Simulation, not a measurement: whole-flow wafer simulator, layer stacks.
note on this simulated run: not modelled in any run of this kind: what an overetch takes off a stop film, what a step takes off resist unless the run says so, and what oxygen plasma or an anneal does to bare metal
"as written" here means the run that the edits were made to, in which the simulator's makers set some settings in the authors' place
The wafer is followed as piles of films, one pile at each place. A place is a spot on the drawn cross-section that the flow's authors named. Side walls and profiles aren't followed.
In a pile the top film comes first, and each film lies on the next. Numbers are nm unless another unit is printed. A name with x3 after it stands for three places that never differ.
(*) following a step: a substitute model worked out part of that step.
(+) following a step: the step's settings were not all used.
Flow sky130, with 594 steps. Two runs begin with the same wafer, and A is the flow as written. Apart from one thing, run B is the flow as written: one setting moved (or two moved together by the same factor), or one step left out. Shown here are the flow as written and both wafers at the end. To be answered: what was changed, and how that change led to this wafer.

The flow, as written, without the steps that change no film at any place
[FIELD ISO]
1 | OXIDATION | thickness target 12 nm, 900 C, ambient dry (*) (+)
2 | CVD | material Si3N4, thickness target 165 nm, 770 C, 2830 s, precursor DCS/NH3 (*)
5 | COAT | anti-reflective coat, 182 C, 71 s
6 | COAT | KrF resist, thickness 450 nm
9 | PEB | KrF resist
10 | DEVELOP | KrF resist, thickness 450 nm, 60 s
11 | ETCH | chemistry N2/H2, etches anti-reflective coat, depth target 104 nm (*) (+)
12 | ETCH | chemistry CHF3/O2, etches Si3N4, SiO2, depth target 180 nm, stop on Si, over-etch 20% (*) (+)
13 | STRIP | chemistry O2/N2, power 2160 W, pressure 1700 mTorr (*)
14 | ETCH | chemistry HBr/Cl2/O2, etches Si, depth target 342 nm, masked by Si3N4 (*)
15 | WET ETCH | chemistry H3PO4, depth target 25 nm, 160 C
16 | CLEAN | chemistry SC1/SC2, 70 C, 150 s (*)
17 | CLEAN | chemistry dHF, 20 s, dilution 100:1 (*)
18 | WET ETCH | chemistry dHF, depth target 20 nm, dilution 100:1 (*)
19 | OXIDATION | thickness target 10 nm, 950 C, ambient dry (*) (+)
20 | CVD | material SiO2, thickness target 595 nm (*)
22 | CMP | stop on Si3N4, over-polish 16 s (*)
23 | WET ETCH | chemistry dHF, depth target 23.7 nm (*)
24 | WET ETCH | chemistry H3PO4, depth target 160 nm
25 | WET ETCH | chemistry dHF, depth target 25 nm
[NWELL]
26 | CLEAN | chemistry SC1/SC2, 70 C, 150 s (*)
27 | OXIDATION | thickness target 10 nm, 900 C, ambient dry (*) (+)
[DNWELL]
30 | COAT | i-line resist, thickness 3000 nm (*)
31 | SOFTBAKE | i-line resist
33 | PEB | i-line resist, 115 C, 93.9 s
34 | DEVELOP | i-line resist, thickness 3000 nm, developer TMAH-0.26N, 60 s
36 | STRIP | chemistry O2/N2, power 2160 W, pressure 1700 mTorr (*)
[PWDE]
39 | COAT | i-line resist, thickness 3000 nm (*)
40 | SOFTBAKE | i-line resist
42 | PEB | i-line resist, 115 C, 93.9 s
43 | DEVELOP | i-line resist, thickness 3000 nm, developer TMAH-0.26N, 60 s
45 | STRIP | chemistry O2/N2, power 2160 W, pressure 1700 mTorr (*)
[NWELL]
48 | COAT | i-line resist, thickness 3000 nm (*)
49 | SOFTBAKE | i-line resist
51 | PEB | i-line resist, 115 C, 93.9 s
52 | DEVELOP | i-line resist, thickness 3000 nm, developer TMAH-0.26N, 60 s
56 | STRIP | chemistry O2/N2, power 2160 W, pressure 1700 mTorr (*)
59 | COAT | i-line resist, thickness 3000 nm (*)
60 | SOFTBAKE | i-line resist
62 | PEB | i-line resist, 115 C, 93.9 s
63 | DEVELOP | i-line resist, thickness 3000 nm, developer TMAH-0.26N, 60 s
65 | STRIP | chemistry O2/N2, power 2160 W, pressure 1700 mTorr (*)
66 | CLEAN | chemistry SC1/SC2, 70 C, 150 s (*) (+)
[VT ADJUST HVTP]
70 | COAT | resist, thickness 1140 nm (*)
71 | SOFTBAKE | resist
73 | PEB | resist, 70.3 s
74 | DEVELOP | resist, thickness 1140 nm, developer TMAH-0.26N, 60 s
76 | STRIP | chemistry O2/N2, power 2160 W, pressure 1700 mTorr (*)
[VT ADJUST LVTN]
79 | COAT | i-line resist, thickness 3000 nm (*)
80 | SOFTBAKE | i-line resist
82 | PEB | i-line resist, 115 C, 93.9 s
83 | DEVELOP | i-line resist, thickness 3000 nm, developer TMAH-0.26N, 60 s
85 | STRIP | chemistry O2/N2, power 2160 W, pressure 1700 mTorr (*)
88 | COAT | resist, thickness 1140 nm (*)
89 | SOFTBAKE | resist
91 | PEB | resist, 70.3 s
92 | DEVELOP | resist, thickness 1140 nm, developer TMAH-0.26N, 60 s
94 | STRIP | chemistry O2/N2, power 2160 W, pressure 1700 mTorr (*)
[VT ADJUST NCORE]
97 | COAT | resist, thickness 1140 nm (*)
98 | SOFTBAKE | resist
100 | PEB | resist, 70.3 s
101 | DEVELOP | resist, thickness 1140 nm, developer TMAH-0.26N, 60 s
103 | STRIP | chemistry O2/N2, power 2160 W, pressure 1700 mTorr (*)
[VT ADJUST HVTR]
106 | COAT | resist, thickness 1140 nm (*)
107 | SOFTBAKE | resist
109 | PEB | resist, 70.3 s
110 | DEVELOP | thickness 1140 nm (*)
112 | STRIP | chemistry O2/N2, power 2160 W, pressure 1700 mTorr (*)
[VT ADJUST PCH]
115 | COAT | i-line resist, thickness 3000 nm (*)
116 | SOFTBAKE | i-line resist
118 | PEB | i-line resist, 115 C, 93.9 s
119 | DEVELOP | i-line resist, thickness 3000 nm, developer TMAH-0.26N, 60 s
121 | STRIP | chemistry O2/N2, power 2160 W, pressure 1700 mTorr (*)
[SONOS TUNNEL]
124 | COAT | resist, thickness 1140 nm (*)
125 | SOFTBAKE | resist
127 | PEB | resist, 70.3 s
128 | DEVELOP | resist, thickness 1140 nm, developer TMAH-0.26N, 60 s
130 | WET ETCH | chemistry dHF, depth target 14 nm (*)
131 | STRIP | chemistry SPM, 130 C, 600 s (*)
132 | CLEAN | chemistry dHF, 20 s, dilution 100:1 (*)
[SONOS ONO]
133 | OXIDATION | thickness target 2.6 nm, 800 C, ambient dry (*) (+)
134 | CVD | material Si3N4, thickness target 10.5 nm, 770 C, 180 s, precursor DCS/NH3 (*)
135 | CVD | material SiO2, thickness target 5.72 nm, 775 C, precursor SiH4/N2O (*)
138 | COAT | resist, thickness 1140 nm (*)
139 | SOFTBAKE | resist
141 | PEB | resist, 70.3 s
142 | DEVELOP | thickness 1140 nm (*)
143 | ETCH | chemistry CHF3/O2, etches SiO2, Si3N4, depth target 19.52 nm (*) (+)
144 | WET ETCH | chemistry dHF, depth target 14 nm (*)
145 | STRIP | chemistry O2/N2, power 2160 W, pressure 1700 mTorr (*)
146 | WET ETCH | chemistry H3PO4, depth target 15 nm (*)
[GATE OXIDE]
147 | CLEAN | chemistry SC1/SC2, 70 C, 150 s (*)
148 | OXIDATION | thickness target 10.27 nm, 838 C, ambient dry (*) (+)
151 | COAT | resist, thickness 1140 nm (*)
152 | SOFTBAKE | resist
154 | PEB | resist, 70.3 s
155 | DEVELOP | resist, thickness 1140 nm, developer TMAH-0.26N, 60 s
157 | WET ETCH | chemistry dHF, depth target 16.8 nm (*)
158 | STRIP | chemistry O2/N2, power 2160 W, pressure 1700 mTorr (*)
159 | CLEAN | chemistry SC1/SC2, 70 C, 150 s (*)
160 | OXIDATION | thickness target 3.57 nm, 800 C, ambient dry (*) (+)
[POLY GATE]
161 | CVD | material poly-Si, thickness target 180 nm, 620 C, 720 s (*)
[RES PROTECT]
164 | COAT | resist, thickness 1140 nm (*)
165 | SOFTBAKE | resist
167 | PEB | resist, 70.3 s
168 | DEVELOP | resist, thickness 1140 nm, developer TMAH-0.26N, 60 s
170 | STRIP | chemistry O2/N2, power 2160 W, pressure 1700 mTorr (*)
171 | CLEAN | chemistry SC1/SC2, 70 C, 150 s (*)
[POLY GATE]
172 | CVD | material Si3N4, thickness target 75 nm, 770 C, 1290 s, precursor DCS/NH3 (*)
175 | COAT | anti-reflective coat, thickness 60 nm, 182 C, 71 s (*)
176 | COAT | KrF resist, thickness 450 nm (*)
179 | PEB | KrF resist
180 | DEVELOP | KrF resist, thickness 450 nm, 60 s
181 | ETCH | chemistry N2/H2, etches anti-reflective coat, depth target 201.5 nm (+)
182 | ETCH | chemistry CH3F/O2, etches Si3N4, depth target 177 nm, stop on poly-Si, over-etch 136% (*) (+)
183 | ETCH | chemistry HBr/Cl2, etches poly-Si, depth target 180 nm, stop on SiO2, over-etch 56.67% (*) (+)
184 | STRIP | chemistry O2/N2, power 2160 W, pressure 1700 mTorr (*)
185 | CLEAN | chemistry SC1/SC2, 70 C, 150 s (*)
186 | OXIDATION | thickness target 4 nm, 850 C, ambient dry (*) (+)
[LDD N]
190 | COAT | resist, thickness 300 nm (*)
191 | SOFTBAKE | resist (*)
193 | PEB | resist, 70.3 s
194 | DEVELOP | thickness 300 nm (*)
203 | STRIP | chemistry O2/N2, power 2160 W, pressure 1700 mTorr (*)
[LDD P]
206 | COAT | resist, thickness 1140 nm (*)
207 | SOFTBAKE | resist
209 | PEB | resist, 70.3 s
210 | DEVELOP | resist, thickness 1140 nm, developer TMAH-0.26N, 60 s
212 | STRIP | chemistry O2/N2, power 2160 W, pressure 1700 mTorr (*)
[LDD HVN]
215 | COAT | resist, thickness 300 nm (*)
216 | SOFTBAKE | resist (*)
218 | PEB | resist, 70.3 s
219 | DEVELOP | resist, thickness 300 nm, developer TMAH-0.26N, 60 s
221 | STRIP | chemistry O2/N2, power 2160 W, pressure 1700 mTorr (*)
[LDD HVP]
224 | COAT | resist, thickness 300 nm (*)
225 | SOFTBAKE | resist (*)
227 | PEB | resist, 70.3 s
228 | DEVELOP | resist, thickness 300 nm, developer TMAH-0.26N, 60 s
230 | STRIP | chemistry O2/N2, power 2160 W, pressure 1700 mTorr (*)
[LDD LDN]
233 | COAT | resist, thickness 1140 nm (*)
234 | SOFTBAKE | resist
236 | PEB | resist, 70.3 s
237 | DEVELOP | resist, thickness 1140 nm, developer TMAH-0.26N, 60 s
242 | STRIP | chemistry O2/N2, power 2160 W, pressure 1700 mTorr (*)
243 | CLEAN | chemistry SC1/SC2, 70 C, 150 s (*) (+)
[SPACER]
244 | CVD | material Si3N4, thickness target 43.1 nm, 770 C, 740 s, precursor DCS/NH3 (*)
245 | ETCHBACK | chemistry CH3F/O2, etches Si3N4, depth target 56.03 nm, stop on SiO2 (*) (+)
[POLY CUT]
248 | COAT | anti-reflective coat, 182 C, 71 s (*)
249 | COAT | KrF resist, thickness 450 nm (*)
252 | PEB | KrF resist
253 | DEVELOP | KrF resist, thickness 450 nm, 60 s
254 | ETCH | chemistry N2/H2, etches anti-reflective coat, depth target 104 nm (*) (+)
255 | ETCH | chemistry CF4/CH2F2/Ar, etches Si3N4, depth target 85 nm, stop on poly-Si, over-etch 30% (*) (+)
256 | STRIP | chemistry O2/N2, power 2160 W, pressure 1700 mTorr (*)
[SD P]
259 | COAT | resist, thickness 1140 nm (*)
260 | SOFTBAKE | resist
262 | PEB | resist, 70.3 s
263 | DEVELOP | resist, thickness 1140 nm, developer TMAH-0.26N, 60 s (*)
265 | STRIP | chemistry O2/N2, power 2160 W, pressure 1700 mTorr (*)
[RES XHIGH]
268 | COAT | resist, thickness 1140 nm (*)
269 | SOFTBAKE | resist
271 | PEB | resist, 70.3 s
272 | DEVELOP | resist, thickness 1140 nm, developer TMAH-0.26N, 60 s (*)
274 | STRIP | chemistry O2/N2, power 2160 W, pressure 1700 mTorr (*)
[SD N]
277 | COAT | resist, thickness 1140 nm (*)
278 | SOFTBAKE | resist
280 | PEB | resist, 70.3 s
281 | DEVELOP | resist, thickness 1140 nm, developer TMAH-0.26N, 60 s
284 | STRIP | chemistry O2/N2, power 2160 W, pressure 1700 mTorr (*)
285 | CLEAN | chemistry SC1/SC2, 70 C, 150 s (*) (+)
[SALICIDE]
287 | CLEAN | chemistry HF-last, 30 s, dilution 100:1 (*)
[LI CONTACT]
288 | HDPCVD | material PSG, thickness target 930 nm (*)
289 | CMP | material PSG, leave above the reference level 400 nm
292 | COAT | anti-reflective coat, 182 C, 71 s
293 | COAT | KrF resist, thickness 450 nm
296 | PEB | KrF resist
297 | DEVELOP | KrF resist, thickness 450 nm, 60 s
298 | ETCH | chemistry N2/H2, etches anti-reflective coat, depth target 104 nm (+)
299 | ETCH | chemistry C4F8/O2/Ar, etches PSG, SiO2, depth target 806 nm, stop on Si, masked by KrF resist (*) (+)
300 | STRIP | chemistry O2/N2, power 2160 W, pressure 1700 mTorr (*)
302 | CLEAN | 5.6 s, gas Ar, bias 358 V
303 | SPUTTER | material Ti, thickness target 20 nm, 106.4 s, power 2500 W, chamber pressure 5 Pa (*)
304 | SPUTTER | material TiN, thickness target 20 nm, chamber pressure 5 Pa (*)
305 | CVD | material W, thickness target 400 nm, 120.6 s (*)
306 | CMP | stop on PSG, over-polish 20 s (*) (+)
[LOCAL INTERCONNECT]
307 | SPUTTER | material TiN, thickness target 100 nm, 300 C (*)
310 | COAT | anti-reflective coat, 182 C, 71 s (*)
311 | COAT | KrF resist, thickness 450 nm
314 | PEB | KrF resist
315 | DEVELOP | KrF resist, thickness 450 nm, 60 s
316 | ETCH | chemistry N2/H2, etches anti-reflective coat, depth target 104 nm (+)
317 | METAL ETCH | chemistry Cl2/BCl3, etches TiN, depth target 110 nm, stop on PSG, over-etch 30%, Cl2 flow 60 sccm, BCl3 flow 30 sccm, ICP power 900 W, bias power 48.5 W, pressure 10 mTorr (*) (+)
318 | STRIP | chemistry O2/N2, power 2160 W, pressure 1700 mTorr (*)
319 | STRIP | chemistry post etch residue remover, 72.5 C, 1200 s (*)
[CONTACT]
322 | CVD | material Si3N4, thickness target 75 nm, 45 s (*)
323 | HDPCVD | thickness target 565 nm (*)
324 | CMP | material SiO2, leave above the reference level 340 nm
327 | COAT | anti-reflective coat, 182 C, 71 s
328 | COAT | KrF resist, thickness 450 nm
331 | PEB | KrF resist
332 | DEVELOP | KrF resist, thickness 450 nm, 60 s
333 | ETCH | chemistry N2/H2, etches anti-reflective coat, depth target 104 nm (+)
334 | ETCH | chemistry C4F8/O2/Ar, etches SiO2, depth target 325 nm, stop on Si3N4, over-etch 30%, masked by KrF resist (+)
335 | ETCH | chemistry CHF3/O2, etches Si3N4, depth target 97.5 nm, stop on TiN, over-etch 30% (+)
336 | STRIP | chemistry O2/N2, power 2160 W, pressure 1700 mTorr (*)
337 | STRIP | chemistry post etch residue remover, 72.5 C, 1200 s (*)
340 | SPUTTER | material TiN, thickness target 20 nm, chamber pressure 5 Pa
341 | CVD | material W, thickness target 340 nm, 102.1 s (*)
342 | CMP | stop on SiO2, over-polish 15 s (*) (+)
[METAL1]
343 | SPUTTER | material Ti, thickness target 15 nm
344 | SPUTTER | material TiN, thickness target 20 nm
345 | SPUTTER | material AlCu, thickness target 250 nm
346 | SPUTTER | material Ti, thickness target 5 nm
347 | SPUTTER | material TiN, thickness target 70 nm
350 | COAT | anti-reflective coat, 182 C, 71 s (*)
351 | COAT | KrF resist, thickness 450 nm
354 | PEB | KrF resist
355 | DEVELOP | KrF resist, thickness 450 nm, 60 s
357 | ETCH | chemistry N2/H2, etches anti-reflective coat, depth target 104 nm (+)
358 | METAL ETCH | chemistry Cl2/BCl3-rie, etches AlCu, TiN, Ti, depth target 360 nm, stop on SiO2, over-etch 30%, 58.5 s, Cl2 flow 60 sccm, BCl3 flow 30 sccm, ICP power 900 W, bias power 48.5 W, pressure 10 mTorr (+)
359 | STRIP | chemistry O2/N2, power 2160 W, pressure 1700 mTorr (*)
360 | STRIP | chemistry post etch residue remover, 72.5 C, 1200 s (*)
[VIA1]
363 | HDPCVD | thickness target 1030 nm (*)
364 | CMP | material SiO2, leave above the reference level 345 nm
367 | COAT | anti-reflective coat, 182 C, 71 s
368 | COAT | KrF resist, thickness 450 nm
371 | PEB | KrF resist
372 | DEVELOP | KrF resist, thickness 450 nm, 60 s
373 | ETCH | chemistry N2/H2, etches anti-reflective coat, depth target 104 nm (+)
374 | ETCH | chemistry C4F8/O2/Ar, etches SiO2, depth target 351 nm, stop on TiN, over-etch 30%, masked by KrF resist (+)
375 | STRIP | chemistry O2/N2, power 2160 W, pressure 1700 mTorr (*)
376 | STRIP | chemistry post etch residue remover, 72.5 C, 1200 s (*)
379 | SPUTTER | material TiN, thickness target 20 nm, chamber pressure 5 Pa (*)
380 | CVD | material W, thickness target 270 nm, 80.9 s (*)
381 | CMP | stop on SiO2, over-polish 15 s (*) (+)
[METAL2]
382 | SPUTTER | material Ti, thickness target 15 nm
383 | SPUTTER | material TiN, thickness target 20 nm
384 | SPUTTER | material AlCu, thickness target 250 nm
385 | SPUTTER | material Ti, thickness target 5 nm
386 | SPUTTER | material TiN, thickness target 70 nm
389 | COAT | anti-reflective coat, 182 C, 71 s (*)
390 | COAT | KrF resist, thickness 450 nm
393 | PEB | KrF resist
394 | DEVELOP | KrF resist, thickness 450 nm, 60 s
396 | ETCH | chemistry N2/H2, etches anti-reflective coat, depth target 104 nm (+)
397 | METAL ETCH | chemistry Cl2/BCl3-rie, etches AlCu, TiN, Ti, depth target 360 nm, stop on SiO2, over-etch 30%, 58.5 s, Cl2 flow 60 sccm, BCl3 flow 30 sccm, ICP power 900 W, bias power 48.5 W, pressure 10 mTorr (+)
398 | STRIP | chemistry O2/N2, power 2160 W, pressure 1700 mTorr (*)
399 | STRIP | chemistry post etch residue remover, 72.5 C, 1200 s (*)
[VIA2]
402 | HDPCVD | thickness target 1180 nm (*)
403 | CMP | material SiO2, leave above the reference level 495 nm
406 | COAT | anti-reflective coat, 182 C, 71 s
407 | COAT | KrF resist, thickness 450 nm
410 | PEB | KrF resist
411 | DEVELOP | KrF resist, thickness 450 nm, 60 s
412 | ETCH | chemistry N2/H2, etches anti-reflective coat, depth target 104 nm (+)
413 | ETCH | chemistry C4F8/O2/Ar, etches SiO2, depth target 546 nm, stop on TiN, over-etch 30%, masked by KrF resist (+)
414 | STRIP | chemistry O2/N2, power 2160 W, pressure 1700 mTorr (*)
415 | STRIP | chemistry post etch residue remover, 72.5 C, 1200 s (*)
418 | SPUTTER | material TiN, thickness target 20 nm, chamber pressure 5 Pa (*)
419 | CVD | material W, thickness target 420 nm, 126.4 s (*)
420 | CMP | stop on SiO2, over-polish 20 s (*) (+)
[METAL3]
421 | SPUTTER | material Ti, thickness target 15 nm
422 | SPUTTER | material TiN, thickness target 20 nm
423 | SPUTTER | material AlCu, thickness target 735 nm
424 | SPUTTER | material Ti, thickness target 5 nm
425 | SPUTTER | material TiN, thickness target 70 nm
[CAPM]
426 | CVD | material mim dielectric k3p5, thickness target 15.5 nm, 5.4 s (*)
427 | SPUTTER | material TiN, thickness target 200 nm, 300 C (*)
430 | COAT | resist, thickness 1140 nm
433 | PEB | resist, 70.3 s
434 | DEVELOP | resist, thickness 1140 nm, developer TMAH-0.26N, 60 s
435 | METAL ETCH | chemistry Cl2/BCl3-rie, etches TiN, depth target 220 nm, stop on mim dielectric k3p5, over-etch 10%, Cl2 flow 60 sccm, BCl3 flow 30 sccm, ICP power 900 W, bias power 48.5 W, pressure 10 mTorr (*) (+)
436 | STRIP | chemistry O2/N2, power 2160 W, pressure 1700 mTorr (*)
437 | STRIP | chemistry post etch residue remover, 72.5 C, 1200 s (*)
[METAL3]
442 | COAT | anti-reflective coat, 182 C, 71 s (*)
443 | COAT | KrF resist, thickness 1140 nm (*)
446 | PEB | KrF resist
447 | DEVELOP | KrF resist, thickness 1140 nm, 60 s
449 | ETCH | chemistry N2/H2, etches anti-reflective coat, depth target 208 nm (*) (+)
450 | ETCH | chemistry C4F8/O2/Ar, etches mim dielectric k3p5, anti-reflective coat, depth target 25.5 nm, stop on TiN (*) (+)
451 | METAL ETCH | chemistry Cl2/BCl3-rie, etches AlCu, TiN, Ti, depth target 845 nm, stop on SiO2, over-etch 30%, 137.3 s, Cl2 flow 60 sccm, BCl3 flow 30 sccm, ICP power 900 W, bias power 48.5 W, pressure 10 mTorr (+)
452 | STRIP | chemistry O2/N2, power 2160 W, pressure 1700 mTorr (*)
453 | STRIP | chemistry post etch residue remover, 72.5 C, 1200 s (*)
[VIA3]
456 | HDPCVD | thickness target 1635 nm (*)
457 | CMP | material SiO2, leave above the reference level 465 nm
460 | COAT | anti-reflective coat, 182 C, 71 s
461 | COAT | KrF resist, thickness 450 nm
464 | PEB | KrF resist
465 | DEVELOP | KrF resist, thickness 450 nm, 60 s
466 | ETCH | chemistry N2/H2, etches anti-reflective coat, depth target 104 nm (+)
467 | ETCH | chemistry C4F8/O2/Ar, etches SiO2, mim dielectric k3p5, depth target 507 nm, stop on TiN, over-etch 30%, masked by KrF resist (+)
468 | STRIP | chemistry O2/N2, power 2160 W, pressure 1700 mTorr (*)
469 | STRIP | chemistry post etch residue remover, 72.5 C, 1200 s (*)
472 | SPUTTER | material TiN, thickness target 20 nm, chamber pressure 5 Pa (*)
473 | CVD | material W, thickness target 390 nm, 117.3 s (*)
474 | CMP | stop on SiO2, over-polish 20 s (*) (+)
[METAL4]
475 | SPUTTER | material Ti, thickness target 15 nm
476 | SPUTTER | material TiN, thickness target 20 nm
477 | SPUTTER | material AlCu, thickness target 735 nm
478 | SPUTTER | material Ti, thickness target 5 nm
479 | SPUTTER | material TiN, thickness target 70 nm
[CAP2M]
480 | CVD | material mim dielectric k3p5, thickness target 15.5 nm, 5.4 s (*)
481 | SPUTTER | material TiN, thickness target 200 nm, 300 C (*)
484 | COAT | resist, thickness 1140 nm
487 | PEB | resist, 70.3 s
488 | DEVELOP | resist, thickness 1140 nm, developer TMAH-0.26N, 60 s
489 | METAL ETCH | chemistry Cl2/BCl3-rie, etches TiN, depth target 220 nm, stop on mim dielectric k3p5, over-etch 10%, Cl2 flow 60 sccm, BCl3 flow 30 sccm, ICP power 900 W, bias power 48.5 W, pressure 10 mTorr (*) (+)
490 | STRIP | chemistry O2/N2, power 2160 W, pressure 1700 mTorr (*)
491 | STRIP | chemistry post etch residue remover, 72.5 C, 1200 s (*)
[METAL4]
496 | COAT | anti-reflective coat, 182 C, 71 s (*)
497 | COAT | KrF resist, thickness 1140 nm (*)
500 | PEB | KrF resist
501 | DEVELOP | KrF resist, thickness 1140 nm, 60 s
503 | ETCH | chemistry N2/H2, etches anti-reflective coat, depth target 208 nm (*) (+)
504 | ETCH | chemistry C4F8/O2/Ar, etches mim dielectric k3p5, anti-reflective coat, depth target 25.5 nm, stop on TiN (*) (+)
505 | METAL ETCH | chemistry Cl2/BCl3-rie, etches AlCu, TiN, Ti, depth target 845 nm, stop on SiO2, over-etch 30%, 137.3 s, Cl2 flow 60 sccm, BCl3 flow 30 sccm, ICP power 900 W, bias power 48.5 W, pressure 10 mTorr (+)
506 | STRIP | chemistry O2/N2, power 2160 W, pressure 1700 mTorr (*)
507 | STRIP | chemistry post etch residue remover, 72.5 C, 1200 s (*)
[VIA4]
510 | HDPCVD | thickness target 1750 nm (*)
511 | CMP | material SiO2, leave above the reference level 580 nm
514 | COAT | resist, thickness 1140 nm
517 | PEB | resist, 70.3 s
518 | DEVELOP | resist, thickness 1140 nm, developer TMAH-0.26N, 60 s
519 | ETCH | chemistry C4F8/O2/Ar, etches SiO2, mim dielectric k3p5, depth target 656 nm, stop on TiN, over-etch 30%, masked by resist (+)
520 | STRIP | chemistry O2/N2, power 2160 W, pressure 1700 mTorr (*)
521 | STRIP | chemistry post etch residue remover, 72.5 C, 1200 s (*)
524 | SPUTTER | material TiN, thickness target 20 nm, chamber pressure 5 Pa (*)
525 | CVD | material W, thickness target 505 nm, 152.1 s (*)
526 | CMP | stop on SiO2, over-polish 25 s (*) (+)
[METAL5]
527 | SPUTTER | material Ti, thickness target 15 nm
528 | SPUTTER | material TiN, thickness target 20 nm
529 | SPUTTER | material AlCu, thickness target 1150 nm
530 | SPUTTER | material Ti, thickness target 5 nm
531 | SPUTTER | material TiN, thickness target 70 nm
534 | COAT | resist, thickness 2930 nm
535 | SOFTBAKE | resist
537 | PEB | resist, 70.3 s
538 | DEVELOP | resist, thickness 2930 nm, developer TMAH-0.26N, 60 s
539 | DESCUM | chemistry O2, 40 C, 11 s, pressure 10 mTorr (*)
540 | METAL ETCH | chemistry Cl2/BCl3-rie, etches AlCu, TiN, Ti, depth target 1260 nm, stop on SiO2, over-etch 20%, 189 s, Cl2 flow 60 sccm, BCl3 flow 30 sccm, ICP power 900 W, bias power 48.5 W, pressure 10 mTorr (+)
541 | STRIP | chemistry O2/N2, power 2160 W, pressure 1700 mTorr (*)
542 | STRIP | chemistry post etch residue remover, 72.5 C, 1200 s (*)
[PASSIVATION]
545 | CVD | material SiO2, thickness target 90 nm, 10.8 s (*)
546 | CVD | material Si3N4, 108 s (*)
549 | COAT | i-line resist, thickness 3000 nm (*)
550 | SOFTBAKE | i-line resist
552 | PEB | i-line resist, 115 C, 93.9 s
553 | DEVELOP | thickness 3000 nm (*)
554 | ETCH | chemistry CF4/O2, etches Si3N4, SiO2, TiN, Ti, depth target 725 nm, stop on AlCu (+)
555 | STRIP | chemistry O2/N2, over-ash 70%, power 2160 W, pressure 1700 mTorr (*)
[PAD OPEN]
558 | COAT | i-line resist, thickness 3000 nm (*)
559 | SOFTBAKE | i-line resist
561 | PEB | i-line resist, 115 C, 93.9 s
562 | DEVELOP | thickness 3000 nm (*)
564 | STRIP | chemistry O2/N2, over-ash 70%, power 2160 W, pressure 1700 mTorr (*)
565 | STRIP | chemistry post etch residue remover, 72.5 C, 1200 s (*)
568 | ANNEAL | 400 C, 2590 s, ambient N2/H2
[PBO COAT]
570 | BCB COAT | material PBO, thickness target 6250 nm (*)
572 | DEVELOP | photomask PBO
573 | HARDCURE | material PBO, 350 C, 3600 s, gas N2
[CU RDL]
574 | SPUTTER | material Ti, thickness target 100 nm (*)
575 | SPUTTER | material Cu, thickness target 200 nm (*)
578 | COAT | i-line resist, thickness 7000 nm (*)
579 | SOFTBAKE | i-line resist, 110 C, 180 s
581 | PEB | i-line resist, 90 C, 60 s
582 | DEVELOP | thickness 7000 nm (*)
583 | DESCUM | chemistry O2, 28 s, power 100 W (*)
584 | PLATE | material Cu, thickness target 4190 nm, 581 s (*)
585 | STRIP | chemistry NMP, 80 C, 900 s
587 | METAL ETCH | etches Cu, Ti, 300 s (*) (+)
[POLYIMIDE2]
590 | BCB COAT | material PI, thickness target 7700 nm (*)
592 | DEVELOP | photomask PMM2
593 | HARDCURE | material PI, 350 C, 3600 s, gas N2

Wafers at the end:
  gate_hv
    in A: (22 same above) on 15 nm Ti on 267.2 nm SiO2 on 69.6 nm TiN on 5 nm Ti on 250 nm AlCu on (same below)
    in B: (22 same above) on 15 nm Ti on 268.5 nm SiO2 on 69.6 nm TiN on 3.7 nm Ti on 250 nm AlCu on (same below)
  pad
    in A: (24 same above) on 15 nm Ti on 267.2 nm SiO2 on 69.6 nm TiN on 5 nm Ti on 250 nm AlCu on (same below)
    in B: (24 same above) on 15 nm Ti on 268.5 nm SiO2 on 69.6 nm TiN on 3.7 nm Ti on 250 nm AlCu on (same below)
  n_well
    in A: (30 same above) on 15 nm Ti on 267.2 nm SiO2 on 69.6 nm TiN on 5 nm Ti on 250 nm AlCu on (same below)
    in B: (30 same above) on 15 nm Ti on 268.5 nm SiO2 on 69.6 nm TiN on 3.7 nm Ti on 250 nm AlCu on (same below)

Cause: step 346, SPUTTER: thickness target 3.7 nm was run, while the flow as written has thickness target 5 nm.
One can read it off the wafer: gate_hv has Ti 3.7, and step 346 as written asks for 5 nm.

Step by step, how the change led to this:
  346 | SPUTTER | material Ti, thickness target 5 nm
      field, active, n_well and 188 more: A +5 Ti (new film) | B +3.7 Ti (new film)
  358 | METAL ETCH | chemistry Cl2/BCl3-rie, etches AlCu, TiN, Ti, depth target 360 nm, stop on SiO2, over-etch 30%, 58.5 s, Cl2 flow 60 sccm, BCl3 flow 30 sccm, ICP power 900 W, bias power 48.5 W, pressure 10 mTorr (+)
      field, active, gate and 81 more: A -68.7 TiN (all of it), -5 Ti (all of it), -250 AlCu (all of it), -20 TiN (all of it), -15 Ti (all of it), -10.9 SiO2 | B -68.7 TiN (all of it), -3.7 Ti (all of it), -250 AlCu (all of it), -20 TiN (all of it), -15 Ti (all of it), -11.1 SiO2
